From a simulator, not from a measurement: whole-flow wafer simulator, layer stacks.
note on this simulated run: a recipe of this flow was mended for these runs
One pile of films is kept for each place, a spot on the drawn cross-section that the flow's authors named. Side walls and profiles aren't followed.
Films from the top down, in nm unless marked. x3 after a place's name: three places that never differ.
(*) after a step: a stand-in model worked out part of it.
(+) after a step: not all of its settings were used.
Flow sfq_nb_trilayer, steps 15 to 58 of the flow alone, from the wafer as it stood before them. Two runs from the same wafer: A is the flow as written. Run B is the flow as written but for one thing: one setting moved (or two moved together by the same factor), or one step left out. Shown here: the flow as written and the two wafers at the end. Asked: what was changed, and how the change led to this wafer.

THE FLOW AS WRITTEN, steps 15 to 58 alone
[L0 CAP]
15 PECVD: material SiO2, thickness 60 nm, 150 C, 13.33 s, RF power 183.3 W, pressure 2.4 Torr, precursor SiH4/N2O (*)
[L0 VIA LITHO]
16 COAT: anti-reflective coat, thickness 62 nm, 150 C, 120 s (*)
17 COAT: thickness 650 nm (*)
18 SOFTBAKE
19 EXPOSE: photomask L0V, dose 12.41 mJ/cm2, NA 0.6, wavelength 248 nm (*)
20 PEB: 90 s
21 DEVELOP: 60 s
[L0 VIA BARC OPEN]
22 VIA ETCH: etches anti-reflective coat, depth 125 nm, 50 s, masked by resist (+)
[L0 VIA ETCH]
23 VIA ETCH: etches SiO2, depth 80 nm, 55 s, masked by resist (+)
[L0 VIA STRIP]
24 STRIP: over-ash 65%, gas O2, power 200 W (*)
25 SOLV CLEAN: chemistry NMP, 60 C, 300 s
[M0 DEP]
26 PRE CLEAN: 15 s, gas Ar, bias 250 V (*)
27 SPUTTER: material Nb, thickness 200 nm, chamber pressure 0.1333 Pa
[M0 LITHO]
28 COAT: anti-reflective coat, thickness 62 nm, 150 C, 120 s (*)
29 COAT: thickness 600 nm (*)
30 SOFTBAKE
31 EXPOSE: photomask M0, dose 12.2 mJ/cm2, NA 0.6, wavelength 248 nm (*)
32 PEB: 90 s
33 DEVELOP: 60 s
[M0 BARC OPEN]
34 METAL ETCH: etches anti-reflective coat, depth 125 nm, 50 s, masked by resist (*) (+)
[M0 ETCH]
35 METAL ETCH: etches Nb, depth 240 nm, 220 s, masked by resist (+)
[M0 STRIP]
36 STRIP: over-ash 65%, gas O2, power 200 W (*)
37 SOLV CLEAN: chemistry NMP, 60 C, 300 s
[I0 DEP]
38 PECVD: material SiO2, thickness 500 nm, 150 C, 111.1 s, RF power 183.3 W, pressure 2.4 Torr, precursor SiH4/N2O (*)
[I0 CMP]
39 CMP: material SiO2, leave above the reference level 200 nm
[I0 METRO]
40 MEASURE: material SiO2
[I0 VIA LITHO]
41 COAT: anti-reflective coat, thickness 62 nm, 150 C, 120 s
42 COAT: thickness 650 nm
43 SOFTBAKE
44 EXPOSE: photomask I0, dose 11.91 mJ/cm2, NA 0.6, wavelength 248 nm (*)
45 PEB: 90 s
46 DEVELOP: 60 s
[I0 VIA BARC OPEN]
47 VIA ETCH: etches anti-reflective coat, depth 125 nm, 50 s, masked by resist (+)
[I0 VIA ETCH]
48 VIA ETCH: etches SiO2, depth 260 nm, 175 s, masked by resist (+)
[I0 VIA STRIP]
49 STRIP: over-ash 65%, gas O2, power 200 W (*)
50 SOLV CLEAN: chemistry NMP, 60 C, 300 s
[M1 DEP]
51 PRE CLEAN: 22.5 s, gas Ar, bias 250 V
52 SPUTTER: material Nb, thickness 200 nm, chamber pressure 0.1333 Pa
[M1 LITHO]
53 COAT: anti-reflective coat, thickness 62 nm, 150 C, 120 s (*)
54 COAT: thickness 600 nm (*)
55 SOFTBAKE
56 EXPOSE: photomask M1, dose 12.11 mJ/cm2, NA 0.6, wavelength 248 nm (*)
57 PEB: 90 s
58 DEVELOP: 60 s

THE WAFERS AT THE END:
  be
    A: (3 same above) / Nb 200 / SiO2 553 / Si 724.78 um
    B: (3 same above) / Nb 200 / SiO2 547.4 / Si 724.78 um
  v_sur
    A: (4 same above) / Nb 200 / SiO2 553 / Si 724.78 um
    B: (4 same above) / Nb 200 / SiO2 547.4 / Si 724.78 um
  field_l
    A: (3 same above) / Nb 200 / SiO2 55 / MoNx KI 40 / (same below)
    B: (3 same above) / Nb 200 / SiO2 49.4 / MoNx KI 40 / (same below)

The cause: step 15, PECVD: RF power 154 W was run, where the flow has RF power 183.3 W.

How the change led to this, step by step:
  15 PECVD: material SiO2, thickness 60 nm, 150 C, 13.33 s, RF power 183.3 W, pressure 2.4 Torr, precursor SiH4/N2O (*)
      v_sur, via_wl, via_w and 97 more: A SiO2 +60 | B SiO2 +54.4
      field_l, l0_sur, l0v, l0r_line_l, l0r_line_c, l0r_line_r: A SiO2 +60 (new film) | B SiO2 +54.4 (new film)
  23 VIA ETCH: etches SiO2, depth 80 nm, 55 s, masked by resist (+)
      l0v: A SiO2 -59.7 (all of it), MoNx KI -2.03 | B SiO2 -54 (all of it), MoNx KI -2.6
  28 COAT: anti-reflective coat, thickness 62 nm, 150 C, 120 s (*)
      l0_sur: A anti-reflective coat +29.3 (new film) | B anti-reflective coat +30.9 (new film)
      l0v: A anti-reflective coat +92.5 (new film) | B anti-reflective coat +89.9 (new film)
  36 STRIP: over-ash 65%, gas O2, power 200 W (*)
      l0_sur: A KrF-resist-other-grade -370 (all of it), anti-reflective coat -29.3 (all of it) | B KrF-resist-other-grade -369.1 (all of it), anti-reflective coat -30.9 (all of it)
      l0v: A KrF-resist-other-grade -374.1 (all of it), anti-reflective coat -92.5 (all of it) | B KrF-resist-other-grade -371.8 (all of it), anti-reflective coat -89.9 (all of it)
  39 CMP: material SiO2, leave above the reference level 200 nm
      l0v: A SiO2 -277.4 | B SiO2 -283.3
